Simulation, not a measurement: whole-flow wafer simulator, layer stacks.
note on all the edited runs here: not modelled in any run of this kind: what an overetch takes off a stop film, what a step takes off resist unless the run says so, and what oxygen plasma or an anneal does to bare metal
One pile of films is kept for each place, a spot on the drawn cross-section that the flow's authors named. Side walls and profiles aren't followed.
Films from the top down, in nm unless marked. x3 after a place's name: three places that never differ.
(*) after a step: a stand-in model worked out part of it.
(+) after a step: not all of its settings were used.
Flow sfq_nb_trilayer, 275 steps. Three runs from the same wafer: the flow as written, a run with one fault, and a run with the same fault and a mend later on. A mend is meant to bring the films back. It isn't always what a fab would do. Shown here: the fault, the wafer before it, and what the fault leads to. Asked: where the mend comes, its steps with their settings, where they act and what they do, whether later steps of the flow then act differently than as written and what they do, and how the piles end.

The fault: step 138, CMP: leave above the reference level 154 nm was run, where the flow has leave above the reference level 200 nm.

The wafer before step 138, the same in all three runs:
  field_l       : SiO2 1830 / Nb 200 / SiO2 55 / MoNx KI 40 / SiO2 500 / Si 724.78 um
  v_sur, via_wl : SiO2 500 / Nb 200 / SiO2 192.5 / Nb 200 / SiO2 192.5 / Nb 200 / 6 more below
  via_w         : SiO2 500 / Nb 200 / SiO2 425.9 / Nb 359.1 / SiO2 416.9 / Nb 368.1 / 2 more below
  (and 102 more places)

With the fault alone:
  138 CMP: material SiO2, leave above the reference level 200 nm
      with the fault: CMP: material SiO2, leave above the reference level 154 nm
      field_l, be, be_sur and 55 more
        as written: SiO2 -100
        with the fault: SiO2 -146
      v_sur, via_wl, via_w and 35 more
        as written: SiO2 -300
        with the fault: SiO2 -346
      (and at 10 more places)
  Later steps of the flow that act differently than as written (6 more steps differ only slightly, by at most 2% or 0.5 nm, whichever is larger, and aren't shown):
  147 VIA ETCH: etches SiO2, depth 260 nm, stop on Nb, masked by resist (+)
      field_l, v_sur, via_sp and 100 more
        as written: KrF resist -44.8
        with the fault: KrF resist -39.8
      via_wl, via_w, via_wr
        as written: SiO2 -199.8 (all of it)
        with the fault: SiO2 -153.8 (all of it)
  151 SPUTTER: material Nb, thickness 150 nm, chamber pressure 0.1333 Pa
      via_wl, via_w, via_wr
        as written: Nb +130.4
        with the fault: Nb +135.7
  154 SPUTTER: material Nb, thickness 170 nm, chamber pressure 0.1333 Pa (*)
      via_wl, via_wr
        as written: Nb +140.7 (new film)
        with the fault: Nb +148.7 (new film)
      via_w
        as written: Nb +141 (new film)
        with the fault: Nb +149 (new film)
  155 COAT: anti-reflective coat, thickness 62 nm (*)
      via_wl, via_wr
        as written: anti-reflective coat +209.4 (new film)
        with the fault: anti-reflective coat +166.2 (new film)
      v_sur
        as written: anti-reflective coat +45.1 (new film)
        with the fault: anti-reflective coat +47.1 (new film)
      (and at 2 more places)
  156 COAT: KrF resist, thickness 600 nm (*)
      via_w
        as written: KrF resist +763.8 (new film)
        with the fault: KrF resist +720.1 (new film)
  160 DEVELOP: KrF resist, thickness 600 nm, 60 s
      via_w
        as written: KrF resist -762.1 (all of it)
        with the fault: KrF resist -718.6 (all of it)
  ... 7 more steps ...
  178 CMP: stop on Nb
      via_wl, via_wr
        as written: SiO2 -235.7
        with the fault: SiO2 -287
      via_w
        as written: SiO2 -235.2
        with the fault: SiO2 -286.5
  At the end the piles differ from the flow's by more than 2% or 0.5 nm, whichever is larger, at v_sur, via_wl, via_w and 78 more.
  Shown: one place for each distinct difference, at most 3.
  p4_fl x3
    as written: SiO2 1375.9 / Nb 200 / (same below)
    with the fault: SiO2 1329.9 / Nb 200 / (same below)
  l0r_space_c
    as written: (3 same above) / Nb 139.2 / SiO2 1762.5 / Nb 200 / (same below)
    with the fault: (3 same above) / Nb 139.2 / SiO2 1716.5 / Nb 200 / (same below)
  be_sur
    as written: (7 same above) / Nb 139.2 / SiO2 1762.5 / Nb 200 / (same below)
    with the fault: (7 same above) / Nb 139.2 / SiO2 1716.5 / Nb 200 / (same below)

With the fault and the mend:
  The mend comes after step 145.
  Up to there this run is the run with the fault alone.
  145a STRIP: over-ash 65%, gas O2, power 200 W (*)
      field_l, v_sur, via_sp and 100 more
        KrF resist -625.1 (all of it), anti-reflective coat -62 (all of it)
      via_wl, via_w, via_wr
        anti-reflective coat -62 (all of it)
  145b PECVD: material SiO2, thickness 46 nm, 150 C, 10.22 s, RF power 183.3 W, pressure 2.4 Torr, precursor SiH4/N2O (the flow's step 137 once more, with other settings)
      field_l, v_sur, via_wl and 103 more
        SiO2 +46
  145c COAT: anti-reflective coat, thickness 62 nm (the flow's step 140 once more)
      field_l, v_sur, via_wl and 103 more
        anti-reflective coat +62 (new film)
  145d COAT: KrF resist, thickness 650 nm (the flow's step 141 once more)
      field_l, v_sur, via_wl and 103 more
        KrF resist +650 (new film)
  145e SOFTBAKE: KrF resist (the flow's step 142 once more)
      changes no film at any place that is followed
  145f EXPOSE: photomask I4, dose 11.93 mJ/cm2, NA 0.6, wavelength 248 nm (*) (the flow's step 143 once more)
      changes no film at any place that is followed
  145g PEB: KrF resist, 90 s (the flow's step 144 once more)
      field_l, v_sur, via_wl and 103 more
        KrF resist -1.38
  145h DEVELOP: KrF resist, thickness 650 nm, 60 s (the flow's step 145 once more)
      field_l, v_sur, via_sp and 100 more
        KrF resist -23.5
      via_wl, via_w, via_wr
        KrF resist -648.6 (all of it)
  No later step of the flow acts differently than as written, at any place that is followed, by more than 2% or 0.5 nm, whichever is larger.
  At the end the piles are the same as the flow's at every place that both follow.
